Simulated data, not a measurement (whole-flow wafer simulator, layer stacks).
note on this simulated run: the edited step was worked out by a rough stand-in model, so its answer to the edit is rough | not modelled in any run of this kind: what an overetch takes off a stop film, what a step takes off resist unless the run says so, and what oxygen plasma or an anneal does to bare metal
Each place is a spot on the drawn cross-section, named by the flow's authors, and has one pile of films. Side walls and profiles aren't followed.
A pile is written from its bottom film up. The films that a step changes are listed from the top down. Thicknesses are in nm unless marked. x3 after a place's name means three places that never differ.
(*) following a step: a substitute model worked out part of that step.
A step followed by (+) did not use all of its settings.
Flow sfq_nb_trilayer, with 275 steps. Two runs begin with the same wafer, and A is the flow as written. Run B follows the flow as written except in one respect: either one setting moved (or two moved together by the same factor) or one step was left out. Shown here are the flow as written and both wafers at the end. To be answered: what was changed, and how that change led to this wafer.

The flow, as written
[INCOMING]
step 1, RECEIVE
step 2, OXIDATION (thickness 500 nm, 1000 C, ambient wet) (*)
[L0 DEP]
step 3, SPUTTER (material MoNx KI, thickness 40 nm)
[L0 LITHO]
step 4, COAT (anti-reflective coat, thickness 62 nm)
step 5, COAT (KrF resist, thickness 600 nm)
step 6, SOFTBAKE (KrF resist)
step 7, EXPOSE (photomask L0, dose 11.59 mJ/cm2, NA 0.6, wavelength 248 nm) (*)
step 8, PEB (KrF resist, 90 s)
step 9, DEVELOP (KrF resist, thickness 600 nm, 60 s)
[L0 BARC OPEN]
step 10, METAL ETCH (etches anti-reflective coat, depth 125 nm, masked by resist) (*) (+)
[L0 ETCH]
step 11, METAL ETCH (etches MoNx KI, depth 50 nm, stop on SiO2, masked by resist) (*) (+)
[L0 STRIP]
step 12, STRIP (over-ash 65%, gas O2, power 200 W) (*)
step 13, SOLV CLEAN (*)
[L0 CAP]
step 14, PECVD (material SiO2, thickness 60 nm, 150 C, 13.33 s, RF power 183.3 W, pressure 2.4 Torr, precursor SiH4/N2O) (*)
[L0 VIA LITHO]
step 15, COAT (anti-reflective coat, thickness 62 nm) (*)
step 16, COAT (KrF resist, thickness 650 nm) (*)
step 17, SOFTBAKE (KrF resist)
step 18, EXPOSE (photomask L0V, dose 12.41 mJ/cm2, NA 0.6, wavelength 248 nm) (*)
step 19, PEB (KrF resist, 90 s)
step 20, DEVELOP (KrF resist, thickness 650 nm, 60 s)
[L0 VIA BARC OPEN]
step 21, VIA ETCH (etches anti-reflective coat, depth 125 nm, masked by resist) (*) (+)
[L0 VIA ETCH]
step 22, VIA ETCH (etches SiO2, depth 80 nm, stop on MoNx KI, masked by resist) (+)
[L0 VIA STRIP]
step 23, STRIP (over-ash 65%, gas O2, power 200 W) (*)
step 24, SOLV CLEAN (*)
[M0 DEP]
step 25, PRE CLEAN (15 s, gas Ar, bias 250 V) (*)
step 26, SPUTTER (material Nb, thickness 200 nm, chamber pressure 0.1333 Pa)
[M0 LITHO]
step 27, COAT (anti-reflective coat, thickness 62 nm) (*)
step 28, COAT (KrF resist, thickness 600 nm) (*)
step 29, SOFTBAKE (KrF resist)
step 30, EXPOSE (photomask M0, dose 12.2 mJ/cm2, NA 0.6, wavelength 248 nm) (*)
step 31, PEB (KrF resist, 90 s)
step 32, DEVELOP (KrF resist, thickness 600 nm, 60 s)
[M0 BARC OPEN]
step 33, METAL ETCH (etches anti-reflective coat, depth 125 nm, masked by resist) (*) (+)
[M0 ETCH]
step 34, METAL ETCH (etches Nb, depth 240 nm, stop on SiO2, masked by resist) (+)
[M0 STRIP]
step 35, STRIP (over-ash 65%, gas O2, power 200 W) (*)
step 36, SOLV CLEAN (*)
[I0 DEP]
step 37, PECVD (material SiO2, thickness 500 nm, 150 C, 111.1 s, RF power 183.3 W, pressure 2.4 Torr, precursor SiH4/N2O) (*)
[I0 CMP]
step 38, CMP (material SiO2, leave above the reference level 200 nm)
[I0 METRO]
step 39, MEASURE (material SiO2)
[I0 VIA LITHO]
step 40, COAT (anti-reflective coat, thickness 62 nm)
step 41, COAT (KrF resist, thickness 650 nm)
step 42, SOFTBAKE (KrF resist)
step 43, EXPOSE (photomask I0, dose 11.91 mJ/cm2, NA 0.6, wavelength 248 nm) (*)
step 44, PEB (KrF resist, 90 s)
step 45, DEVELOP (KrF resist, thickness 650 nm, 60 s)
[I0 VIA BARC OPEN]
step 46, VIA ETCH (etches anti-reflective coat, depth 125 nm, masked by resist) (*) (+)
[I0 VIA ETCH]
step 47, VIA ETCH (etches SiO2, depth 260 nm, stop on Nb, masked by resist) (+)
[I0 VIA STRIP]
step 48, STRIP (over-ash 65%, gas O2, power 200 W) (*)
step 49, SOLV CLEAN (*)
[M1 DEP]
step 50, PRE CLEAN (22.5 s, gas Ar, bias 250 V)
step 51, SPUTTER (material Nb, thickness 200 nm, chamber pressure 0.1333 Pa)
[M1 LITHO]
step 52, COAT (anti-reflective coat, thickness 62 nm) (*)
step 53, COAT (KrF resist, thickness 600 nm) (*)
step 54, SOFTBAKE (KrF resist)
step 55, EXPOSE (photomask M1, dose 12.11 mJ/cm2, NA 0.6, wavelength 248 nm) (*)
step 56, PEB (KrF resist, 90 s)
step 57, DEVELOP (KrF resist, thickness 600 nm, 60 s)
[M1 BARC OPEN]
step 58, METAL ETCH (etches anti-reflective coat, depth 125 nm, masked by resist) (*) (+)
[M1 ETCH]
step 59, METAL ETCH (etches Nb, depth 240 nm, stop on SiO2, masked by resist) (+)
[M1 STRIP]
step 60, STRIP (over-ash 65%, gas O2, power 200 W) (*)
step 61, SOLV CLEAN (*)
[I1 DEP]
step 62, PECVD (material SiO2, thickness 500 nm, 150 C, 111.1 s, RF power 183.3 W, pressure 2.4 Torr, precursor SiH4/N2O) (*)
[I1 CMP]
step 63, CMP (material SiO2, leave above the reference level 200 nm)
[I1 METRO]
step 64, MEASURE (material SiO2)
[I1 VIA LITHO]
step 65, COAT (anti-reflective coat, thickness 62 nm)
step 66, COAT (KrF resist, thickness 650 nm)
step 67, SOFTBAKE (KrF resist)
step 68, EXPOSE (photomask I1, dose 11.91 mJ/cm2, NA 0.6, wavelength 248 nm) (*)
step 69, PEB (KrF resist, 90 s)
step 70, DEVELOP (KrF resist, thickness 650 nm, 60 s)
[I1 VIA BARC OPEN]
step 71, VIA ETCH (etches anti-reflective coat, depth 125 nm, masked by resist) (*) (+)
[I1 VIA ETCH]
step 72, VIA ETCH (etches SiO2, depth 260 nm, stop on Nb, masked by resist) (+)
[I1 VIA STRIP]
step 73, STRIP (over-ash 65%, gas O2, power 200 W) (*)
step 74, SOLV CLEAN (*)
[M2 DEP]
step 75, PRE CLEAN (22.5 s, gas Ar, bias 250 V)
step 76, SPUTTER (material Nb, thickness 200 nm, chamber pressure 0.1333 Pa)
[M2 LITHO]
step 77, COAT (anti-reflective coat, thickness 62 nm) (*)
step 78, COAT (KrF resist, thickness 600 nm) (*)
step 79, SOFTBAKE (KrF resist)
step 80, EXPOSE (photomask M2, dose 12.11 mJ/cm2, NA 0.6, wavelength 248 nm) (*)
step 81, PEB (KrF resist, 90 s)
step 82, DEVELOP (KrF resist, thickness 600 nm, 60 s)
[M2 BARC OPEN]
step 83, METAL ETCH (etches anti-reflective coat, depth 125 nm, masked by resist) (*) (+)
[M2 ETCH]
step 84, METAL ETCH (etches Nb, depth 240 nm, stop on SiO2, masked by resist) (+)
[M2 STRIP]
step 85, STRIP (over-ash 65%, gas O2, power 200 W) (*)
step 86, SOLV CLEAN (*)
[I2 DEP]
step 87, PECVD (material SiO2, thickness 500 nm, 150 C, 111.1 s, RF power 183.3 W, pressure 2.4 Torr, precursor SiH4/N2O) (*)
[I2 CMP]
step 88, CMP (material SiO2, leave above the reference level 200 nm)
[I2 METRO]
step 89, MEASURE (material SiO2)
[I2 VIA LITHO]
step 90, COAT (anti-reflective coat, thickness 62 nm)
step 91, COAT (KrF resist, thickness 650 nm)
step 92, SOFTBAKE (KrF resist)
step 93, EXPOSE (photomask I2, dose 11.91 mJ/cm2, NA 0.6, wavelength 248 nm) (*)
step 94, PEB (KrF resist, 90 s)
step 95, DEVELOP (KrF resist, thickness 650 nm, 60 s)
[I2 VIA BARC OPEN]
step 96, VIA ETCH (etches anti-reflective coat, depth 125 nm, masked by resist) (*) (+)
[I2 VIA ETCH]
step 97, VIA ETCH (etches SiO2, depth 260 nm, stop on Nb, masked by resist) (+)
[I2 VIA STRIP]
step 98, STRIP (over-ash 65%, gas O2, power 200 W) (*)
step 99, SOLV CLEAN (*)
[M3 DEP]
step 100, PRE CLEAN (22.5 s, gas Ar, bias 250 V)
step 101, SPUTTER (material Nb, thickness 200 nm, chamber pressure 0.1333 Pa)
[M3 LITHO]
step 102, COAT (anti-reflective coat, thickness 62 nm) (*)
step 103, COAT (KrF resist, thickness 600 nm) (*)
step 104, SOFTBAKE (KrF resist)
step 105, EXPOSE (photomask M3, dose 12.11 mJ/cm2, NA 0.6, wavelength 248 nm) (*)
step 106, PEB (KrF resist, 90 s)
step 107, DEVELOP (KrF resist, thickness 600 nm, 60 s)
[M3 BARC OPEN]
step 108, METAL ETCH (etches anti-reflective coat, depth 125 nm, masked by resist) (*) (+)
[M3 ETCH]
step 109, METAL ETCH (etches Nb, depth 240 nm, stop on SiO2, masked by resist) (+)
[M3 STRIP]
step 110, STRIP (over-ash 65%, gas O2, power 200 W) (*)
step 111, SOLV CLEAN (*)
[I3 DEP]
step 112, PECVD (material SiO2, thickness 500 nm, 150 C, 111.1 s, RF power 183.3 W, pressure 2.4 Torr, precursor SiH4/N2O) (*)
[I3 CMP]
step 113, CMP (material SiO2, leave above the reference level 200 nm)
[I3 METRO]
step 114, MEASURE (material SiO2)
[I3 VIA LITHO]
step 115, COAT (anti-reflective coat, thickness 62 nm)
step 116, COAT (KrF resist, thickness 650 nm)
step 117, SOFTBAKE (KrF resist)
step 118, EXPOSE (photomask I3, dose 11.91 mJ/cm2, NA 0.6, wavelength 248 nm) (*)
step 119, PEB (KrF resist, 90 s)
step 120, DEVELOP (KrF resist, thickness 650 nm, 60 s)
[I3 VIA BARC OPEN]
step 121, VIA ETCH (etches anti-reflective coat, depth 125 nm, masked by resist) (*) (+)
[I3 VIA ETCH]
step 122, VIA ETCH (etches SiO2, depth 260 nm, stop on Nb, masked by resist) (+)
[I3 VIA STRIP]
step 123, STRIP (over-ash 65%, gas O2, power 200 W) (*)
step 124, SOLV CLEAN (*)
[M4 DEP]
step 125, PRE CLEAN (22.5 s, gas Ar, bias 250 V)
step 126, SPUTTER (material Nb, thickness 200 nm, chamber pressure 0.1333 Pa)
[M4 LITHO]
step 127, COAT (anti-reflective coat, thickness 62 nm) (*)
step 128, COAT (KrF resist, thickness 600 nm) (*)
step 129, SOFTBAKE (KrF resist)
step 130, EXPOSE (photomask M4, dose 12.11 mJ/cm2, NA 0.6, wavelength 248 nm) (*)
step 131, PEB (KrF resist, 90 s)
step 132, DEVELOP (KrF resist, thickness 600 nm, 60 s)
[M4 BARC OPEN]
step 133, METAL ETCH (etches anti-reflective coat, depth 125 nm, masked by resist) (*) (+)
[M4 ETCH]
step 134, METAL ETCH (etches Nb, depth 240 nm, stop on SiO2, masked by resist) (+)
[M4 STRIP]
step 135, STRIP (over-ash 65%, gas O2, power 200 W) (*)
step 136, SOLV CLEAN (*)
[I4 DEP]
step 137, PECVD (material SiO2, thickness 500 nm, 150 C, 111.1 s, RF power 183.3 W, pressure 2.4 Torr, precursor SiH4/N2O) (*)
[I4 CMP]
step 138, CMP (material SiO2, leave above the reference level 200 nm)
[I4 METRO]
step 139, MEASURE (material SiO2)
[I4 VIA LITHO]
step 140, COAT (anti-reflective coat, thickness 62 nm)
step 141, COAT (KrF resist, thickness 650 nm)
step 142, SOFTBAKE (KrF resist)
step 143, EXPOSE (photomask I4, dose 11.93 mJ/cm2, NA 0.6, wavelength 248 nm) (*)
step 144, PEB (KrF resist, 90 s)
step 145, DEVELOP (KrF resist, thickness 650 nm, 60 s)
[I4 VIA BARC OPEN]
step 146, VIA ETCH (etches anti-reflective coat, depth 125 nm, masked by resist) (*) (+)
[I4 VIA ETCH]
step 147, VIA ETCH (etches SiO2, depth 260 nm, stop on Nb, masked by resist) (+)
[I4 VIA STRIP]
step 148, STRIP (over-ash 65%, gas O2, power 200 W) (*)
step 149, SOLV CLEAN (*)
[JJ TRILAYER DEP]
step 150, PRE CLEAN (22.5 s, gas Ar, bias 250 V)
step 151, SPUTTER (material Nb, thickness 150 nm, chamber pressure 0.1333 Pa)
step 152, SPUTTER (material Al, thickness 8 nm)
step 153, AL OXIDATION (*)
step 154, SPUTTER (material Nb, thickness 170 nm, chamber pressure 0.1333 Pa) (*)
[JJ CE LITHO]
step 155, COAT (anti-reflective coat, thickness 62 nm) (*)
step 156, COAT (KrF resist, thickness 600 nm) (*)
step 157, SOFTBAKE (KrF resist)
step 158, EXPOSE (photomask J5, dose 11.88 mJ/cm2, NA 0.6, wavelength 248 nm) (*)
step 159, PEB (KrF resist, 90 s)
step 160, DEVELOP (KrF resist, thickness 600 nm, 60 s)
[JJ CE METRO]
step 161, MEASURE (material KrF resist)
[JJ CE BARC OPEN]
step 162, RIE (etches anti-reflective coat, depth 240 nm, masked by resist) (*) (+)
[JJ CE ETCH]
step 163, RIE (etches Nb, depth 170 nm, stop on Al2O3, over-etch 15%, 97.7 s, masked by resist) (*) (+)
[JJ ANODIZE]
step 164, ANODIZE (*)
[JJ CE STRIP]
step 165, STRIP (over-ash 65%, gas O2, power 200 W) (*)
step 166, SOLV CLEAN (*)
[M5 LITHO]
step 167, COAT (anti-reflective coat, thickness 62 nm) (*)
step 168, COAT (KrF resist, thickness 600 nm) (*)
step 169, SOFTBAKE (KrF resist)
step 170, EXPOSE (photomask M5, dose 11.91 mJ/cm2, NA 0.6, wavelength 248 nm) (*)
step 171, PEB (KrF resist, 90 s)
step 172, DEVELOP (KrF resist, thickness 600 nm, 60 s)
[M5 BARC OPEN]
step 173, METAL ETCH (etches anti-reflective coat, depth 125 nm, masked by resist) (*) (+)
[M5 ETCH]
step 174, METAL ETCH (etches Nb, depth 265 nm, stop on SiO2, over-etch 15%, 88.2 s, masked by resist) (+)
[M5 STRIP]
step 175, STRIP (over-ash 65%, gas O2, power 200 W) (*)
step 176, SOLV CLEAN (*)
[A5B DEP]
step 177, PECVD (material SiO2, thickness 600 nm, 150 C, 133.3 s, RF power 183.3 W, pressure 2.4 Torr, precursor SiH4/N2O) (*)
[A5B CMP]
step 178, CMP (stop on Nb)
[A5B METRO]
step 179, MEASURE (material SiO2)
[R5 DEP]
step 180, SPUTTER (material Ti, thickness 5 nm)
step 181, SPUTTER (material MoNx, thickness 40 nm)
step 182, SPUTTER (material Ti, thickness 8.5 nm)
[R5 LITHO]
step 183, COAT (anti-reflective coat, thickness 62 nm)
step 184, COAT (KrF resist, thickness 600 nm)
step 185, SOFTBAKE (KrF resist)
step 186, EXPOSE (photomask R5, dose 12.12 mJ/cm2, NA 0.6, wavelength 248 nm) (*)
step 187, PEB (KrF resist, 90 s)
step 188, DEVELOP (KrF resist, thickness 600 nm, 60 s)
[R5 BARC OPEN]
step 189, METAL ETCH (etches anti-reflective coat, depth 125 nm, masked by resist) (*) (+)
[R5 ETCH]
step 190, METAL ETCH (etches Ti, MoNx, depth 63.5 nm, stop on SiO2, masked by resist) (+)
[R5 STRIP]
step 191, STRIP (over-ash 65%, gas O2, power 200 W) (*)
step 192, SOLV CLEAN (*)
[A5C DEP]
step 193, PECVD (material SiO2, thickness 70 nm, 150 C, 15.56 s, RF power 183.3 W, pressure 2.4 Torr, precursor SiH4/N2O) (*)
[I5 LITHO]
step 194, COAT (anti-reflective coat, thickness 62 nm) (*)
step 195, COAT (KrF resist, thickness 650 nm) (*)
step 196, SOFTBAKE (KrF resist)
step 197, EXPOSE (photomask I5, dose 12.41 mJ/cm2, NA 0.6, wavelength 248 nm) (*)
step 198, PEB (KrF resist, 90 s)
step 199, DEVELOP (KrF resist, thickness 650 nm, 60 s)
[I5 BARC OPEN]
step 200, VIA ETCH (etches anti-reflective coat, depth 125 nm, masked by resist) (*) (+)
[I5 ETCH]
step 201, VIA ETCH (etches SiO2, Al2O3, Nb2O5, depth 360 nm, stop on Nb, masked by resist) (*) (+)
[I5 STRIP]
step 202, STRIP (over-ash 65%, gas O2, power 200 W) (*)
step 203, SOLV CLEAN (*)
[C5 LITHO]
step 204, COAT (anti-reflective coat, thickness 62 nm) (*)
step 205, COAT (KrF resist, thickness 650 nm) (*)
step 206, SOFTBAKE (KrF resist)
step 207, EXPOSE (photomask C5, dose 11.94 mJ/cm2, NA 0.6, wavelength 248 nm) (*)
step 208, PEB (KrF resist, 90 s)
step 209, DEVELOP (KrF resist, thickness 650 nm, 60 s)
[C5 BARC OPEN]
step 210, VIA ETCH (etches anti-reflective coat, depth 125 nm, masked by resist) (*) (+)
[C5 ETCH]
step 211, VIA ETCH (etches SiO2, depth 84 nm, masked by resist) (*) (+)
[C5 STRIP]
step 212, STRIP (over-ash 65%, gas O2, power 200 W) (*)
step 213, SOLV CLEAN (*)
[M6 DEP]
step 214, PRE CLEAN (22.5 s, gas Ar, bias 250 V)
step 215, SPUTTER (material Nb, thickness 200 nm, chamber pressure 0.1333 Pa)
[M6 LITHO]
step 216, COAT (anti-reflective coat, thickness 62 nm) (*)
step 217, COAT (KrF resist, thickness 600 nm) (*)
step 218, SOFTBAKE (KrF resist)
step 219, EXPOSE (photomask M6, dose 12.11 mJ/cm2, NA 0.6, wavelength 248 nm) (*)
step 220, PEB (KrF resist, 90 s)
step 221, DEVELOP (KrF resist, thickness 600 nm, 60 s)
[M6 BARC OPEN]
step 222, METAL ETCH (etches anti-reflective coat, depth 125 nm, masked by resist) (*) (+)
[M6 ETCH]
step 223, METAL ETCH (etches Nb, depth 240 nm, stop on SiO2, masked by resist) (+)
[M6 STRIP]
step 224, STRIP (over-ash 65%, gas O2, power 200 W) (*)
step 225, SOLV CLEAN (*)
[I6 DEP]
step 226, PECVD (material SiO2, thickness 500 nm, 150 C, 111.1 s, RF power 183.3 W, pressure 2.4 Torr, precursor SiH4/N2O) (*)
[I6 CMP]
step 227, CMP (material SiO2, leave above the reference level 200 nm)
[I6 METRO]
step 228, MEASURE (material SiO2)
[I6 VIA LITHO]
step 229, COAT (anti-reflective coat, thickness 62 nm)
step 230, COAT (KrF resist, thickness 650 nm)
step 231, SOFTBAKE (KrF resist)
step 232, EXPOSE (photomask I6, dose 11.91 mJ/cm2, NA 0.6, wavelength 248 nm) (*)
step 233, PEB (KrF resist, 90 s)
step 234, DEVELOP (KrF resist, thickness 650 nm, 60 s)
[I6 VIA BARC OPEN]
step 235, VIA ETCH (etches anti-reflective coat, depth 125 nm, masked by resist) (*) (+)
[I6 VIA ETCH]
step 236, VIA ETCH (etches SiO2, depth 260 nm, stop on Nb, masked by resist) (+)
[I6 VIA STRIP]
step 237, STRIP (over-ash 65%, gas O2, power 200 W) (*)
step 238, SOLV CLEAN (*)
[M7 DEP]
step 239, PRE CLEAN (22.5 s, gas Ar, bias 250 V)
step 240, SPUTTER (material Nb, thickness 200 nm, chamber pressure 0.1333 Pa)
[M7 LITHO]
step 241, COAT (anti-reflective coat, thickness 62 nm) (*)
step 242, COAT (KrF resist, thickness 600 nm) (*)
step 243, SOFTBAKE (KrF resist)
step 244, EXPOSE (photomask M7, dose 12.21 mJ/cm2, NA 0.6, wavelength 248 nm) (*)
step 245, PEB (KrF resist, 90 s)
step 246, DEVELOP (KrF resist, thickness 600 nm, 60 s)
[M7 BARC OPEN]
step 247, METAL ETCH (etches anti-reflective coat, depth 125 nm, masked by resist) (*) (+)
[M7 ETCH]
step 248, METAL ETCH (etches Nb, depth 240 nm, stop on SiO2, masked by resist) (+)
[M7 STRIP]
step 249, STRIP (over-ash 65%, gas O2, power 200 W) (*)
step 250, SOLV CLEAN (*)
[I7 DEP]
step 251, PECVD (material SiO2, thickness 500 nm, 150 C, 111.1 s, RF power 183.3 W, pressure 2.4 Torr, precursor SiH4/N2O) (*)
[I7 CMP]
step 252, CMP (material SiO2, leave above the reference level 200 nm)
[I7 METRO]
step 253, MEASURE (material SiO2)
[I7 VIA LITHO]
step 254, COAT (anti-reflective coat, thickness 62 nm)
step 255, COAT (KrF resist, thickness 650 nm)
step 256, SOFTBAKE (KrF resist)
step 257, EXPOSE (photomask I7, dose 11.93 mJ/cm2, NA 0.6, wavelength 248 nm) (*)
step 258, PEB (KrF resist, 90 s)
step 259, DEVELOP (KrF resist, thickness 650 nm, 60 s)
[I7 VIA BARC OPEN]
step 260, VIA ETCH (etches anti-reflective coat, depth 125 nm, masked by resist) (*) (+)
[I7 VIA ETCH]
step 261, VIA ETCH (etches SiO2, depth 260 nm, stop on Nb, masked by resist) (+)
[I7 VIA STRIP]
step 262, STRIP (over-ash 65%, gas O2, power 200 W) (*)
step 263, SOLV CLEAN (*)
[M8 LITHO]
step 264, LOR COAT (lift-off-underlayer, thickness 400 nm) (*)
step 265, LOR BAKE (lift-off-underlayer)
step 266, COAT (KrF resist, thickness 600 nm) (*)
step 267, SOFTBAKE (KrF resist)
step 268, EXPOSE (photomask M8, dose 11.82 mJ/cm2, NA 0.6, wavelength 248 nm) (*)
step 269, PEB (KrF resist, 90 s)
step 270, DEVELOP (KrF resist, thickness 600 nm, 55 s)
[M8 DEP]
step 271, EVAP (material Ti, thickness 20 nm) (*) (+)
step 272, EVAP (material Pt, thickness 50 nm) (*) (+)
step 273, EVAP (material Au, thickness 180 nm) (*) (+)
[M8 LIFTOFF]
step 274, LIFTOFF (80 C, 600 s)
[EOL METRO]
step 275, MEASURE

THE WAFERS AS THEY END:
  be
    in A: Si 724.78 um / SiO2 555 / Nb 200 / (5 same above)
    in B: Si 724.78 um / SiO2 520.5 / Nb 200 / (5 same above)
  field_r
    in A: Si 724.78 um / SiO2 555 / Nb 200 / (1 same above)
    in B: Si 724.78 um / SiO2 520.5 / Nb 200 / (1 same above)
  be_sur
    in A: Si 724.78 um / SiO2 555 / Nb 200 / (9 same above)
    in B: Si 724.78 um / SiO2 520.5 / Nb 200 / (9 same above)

The reason: step 14, PECVD: thickness 25.5 nm was run, whereas the flow has thickness 60 nm; step 14, PECVD: 5.667 s was run, where the flow has 13.33 s.

Step by step, how the change led to this:
  step 14, PECVD (material SiO2, thickness 60 nm, 150 C, 13.33 s, RF power 183.3 W, pressure 2.4 Torr, precursor SiH4/N2O) (*)
      v_sur, via_wl, via_w and 97 more: A +60 SiO2 | B +25.5 SiO2
      field_l, l0_sur, l0v, l0r_line_l, l0r_line_c, l0r_line_r: A +60 SiO2 (new film) | B +25.5 SiO2 (new film)
  step 22, VIA ETCH (etches SiO2, depth 80 nm, stop on MoNx KI, masked by resist) (+)
      field_l, v_sur, via_wl and 102 more: A -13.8 KrF resist | B -6.56 KrF resist
      l0v: A -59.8 SiO2 (all of it) | B -25.3 SiO2 (all of it)
  step 26, SPUTTER (material Nb, thickness 200 nm, chamber pressure 0.1333 Pa)
      l0v: A +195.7 Nb (new film) | B +200 Nb (new film)
  step 27, COAT (anti-reflective coat, thickness 62 nm) (*)
      l0_sur: A +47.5 anti-reflective coat (new film) | B +51.3 anti-reflective coat (new film)
      l0v: A +78 anti-reflective coat (new film) | B +67.4 anti-reflective coat (new film)
  step 28, COAT (KrF resist, thickness 600 nm) (*)
      l0v: A +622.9 KrF resist (new film) | B +602.4 KrF resist (new film)
  step 35, STRIP (over-ash 65%, gas O2, power 200 W) (*)
      l0_sur: A -372 KrF resist (all of it), -47.5 anti-reflective coat (all of it) | B -373.9 KrF resist (all of it), -51.3 anti-reflective coat (all of it)
      l0v: A -405.3 KrF resist (all of it), -78 anti-reflective coat (all of it) | B -384.8 KrF resist (all of it), -67.4 anti-reflective coat (all of it)
  step 38, CMP (material SiO2, leave above the reference level 200 nm)
      l0v: A -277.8 SiO2 | B -316.6 SiO2
